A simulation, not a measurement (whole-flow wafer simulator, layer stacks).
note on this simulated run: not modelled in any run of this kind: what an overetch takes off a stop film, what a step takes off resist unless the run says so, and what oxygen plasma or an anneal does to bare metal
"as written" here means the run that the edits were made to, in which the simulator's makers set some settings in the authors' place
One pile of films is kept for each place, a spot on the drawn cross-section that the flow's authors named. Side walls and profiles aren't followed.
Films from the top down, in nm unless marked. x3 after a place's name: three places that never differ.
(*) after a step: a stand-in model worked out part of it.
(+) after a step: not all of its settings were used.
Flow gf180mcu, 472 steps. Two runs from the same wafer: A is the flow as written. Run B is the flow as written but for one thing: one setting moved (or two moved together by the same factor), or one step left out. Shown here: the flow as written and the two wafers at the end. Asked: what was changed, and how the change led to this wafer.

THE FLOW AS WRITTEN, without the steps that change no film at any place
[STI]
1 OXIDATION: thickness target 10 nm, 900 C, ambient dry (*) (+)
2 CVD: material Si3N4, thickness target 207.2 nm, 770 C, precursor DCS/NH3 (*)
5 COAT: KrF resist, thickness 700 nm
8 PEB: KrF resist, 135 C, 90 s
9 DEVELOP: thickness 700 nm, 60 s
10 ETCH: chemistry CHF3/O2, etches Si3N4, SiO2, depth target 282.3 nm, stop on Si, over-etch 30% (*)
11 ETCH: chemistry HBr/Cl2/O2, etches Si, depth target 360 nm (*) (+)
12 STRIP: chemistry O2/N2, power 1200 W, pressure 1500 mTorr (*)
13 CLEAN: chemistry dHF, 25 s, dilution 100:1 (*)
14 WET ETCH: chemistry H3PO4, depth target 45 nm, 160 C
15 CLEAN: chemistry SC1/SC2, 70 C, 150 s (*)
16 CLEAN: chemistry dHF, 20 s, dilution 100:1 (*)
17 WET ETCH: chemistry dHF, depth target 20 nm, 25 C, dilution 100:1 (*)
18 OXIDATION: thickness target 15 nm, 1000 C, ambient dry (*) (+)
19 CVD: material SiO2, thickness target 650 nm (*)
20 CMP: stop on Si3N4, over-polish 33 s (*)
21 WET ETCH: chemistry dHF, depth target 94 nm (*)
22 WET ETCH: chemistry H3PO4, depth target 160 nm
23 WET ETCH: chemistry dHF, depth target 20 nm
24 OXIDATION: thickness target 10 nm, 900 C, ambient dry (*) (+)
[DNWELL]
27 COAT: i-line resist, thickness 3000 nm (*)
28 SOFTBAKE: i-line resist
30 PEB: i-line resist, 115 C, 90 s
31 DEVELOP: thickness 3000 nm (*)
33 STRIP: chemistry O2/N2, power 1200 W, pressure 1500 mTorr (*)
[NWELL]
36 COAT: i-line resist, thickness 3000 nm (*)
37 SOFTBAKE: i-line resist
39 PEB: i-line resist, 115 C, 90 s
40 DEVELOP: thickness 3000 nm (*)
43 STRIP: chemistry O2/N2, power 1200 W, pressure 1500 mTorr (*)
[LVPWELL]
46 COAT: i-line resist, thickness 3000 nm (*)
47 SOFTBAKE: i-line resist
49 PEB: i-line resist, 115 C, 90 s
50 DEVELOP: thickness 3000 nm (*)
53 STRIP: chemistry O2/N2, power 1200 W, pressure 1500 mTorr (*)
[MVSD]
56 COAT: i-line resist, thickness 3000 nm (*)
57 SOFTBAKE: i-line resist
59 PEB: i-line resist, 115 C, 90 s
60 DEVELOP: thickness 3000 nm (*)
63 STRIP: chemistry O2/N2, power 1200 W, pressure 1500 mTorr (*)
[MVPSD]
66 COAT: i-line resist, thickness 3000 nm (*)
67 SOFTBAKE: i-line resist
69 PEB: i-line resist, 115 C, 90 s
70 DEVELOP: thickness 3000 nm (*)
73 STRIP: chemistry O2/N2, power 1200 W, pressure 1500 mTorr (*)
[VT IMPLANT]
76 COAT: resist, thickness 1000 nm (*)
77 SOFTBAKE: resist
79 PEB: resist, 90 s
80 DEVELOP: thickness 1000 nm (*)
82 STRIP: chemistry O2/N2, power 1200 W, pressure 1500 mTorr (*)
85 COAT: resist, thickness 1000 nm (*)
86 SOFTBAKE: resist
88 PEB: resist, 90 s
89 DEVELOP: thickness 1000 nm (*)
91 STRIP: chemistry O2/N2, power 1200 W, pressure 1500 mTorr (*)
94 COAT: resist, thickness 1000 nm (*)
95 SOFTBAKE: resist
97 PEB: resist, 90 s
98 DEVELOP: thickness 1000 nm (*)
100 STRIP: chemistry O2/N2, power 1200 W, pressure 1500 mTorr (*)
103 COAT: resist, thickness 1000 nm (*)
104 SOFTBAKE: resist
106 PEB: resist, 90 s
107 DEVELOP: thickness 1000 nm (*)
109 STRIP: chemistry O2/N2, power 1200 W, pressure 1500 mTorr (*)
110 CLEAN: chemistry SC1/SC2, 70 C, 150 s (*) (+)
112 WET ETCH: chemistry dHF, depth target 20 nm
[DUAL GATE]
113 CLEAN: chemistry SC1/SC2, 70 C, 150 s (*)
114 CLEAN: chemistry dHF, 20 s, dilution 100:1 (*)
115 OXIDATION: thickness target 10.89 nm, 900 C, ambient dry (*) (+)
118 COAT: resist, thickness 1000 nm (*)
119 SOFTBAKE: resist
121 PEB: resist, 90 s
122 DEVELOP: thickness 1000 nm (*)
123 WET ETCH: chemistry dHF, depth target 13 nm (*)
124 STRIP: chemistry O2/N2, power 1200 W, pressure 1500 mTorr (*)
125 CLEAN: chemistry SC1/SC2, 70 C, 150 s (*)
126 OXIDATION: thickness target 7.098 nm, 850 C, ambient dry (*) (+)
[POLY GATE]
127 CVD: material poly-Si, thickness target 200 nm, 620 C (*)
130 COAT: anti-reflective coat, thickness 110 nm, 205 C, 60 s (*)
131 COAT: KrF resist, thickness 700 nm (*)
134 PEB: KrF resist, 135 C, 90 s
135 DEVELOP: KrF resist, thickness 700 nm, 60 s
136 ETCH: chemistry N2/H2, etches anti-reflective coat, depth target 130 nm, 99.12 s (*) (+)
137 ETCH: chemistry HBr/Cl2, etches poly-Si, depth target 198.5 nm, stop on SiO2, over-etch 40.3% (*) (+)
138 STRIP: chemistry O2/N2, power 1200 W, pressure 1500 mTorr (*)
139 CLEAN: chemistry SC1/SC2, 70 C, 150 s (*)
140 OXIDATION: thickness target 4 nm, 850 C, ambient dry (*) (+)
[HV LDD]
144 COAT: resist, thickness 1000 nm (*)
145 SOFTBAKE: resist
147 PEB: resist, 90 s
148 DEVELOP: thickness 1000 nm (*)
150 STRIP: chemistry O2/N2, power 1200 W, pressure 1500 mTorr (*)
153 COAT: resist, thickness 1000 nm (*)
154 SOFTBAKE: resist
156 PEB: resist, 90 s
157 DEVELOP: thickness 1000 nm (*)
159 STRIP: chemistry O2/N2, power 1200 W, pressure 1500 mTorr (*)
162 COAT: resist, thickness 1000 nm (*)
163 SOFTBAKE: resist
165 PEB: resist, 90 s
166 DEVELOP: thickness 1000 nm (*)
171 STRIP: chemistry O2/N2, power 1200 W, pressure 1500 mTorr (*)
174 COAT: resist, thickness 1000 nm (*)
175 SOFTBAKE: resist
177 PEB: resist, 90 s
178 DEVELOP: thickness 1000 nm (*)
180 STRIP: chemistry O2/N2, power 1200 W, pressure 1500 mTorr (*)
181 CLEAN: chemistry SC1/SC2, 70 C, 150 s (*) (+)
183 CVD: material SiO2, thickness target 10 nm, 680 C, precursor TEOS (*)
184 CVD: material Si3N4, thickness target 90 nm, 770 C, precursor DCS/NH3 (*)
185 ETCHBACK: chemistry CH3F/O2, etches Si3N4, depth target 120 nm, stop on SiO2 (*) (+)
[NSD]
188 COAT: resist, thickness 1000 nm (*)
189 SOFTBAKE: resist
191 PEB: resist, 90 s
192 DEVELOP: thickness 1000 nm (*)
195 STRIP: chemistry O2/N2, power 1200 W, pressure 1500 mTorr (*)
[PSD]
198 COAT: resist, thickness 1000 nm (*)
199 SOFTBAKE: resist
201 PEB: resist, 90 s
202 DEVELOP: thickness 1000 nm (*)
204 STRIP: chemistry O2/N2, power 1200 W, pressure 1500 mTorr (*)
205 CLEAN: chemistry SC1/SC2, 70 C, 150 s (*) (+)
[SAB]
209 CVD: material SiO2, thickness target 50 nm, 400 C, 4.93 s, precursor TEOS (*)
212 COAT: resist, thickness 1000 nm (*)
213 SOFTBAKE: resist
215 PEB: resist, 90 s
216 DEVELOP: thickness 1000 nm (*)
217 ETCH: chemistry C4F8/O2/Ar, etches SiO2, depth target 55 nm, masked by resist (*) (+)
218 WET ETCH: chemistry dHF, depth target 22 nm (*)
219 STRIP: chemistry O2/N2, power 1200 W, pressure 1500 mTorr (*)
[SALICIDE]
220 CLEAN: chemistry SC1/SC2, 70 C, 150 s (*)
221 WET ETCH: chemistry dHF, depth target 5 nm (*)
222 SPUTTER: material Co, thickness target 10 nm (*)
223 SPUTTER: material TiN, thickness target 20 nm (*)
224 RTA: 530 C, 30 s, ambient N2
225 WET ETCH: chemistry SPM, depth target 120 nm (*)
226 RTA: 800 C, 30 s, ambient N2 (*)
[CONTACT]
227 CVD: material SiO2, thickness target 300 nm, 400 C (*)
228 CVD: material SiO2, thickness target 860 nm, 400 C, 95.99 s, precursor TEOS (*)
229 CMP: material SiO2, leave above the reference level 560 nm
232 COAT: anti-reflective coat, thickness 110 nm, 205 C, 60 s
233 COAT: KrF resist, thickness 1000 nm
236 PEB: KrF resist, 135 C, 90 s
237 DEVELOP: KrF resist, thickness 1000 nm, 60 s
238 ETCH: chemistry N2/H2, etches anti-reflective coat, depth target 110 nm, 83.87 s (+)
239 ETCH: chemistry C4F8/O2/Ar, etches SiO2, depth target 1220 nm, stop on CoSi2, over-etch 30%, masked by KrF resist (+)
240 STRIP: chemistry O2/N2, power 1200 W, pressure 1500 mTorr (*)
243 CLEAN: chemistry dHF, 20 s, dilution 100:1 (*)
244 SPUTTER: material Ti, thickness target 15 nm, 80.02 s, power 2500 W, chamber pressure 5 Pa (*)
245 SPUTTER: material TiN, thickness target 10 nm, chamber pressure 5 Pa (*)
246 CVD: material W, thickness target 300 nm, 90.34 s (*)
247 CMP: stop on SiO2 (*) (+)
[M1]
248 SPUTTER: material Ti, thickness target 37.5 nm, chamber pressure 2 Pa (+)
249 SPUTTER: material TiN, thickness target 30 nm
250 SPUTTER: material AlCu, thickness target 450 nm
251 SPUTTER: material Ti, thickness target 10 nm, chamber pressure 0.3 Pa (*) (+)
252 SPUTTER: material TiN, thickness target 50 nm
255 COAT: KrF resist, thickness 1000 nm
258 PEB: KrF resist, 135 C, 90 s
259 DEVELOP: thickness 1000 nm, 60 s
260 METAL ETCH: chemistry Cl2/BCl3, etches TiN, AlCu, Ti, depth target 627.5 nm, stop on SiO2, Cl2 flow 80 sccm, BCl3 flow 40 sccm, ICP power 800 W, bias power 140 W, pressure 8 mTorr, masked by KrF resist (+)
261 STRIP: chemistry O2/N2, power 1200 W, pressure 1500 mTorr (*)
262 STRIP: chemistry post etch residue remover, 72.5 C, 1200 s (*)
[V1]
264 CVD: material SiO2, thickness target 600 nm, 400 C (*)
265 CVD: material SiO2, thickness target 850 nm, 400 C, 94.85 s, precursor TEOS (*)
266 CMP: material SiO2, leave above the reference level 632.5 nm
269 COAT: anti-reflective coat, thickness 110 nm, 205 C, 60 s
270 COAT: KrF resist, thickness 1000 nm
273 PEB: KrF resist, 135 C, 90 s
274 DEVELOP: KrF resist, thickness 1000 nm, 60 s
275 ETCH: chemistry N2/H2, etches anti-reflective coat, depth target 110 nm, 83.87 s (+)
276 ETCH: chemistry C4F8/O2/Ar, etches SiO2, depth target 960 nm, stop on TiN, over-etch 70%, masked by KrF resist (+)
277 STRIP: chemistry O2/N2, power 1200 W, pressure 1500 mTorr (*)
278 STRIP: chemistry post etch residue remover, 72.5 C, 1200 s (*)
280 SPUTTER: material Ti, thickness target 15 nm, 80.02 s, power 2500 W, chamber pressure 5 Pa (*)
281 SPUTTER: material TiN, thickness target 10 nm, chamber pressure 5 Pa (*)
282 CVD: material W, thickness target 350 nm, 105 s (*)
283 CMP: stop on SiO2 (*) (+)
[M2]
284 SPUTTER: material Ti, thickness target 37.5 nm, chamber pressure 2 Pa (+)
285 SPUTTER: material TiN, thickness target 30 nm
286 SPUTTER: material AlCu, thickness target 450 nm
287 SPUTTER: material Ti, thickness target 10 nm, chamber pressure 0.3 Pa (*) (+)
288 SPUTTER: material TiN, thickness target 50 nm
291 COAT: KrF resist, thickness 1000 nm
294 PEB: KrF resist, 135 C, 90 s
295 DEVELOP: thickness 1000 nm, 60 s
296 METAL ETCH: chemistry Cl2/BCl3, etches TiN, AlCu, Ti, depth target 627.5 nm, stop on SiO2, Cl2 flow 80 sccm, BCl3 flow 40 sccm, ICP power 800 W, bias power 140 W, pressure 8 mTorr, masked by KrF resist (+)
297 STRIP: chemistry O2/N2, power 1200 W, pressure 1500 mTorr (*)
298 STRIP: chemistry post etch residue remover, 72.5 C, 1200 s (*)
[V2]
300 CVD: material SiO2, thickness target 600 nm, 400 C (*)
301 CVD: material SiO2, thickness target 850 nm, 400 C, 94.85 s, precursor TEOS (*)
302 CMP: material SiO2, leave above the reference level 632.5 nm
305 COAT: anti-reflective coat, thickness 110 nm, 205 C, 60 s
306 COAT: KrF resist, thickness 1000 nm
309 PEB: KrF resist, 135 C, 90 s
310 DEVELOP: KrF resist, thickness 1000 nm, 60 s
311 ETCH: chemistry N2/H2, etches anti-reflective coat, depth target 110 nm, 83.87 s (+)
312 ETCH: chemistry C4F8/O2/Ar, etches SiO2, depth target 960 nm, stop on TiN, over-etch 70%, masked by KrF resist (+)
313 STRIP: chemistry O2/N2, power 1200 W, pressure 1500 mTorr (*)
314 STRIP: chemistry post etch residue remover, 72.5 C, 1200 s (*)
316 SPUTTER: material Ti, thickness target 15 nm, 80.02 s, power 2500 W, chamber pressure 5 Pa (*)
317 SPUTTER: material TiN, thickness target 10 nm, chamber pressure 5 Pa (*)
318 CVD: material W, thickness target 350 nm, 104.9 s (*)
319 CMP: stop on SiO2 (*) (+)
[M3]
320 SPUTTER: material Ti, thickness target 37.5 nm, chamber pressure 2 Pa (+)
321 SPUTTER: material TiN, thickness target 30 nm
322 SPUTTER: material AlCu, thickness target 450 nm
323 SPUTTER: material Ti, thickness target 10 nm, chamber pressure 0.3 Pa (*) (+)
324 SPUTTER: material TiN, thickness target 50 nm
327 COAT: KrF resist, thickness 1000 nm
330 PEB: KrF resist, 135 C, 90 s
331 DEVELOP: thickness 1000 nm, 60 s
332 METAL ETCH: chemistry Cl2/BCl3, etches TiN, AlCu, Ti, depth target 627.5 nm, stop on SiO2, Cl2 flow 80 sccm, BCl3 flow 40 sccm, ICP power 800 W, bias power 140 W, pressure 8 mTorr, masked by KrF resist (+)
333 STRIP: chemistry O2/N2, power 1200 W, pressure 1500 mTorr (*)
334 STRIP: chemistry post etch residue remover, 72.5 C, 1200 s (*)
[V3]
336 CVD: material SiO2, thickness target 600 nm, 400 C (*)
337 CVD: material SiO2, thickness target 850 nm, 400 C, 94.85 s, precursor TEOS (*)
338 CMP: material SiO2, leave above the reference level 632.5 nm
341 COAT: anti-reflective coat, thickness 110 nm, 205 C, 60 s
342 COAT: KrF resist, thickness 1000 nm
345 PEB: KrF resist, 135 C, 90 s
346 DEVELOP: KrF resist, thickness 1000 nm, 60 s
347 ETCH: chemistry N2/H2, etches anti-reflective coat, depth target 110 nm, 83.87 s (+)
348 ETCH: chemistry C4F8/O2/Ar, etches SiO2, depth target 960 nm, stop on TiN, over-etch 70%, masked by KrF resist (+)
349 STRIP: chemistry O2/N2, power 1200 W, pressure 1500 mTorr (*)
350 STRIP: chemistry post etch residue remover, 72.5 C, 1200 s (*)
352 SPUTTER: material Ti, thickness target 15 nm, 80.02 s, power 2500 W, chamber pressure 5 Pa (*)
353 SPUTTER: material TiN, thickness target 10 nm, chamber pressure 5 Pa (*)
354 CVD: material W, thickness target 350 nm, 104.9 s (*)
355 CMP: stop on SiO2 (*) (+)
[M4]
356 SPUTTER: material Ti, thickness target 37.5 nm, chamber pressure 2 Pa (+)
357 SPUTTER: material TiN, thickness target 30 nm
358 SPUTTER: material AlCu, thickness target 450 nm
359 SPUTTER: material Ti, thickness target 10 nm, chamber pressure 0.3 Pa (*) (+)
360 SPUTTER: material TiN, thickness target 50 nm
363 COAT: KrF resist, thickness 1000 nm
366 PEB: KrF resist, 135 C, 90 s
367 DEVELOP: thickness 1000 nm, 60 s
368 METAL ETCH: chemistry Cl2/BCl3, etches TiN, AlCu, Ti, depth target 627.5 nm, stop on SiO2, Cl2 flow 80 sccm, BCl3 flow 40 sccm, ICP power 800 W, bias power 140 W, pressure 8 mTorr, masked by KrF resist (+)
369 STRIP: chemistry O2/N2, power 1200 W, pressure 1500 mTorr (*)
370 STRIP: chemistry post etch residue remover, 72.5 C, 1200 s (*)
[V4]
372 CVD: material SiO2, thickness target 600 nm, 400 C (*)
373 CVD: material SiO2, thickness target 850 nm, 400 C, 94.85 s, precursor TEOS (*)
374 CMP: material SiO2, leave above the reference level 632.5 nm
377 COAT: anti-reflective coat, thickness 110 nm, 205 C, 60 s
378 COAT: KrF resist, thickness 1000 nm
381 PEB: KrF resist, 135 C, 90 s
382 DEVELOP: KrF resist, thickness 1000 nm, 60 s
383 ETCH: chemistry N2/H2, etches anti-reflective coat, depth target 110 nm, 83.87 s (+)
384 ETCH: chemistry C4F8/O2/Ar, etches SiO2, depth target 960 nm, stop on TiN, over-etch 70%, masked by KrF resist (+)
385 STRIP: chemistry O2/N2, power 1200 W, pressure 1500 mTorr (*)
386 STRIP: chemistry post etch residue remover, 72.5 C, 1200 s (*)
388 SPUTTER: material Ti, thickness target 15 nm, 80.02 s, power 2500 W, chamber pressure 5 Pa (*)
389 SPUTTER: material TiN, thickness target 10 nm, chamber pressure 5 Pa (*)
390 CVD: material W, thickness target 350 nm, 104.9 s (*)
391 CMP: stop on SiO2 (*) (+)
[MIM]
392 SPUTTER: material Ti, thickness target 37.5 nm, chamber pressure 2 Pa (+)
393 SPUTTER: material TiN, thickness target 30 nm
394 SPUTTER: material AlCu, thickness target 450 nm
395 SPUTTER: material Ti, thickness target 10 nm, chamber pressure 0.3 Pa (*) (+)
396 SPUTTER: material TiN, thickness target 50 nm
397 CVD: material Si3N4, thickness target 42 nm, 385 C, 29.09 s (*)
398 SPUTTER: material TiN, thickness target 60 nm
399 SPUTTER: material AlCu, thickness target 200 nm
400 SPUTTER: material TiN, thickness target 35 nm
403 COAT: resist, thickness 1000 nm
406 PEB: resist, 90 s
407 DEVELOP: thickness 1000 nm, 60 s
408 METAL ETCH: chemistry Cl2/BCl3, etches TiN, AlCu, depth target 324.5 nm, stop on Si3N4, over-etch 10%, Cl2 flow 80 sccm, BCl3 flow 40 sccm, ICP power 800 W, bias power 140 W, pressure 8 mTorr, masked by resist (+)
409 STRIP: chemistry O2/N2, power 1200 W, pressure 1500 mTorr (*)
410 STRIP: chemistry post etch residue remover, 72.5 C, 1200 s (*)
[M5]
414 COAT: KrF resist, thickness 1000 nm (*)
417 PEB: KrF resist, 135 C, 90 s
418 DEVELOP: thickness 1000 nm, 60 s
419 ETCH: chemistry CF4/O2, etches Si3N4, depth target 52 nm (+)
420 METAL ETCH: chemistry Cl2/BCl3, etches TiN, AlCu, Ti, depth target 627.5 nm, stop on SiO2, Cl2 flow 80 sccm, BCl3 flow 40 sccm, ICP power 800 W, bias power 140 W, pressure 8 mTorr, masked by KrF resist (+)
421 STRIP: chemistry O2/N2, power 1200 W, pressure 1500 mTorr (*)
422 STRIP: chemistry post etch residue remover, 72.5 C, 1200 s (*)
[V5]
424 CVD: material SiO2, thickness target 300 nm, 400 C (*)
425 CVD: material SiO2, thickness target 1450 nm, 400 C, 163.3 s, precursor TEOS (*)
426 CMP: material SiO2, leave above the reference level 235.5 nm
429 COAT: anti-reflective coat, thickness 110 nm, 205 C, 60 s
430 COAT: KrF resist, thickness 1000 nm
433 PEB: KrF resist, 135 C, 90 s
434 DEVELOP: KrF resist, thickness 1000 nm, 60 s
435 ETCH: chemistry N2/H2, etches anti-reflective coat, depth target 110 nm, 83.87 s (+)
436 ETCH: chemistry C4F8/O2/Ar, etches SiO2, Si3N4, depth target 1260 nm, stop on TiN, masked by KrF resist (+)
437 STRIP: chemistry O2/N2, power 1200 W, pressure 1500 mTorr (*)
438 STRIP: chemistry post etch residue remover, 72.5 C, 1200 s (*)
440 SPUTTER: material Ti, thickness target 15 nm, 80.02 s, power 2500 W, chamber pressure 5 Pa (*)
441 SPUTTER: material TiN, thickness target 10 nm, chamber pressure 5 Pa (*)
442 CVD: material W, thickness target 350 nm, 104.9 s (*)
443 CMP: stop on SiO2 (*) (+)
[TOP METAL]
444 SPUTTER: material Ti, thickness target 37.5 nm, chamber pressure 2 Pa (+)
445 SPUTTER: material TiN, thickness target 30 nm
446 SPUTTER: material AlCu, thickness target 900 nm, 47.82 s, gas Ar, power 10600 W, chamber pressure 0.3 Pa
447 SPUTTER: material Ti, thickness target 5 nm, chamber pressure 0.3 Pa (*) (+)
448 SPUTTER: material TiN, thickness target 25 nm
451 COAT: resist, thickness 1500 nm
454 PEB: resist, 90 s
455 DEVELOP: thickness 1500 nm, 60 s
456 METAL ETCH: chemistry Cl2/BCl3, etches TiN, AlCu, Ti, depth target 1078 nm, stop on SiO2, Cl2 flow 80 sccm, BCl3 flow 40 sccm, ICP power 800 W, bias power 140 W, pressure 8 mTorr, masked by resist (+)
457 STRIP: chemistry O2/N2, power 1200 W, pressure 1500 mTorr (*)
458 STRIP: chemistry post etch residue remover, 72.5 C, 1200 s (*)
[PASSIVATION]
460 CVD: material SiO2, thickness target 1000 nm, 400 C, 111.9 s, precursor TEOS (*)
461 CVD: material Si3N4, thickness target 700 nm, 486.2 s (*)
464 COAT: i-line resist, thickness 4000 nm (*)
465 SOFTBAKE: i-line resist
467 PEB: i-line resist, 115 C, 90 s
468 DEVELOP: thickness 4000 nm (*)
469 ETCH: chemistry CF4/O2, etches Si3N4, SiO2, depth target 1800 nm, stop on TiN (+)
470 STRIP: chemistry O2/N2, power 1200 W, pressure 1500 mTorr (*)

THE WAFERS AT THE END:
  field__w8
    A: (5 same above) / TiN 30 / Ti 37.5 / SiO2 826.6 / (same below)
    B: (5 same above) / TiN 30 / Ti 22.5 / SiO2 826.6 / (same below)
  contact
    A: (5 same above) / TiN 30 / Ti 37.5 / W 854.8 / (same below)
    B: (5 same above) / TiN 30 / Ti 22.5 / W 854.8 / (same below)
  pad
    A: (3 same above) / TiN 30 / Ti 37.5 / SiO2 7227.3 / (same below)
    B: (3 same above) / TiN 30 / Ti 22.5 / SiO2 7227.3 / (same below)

The cause: step 444, SPUTTER: thickness target 22.5 nm was run, where the flow has thickness target 37.5 nm.
It can be read off the wafer: field__w8 has Ti 22.5, and step 444 as written asks for 37.5 nm.

How the change led to this, step by step:
  444 SPUTTER: material Ti, thickness target 37.5 nm, chamber pressure 2 Pa (+)
      field, field__w1, field__w2 and 109 more: A Ti +37.5 (new film) | B Ti +22.5 (new film)
  456 METAL ETCH: chemistry Cl2/BCl3, etches TiN, AlCu, Ti, depth target 1078 nm, stop on SiO2, Cl2 flow 80 sccm, BCl3 flow 40 sccm, ICP power 800 W, bias power 140 W, pressure 8 mTorr, masked by resist (+)
      field, field__w1, field__w2 and 103 more: A TiN -25 (all of it), Ti -5 (all of it), AlCu -900 (all of it), TiN -30 (all of it), Ti -37.5 (all of it) | B TiN -25 (all of it), Ti -5 (all of it), AlCu -900 (all of it), TiN -30 (all of it), Ti -22.5 (all of it)
  465 SOFTBAKE: i-line resist
      field__w11, nw_enc_fld_lv__w4: A i-line resist +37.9 | B i-line resist +37
      active_hv, ld_gate_n: A i-line resist +28.2 | B i-line resist +27.5
      (and at 57 more places)
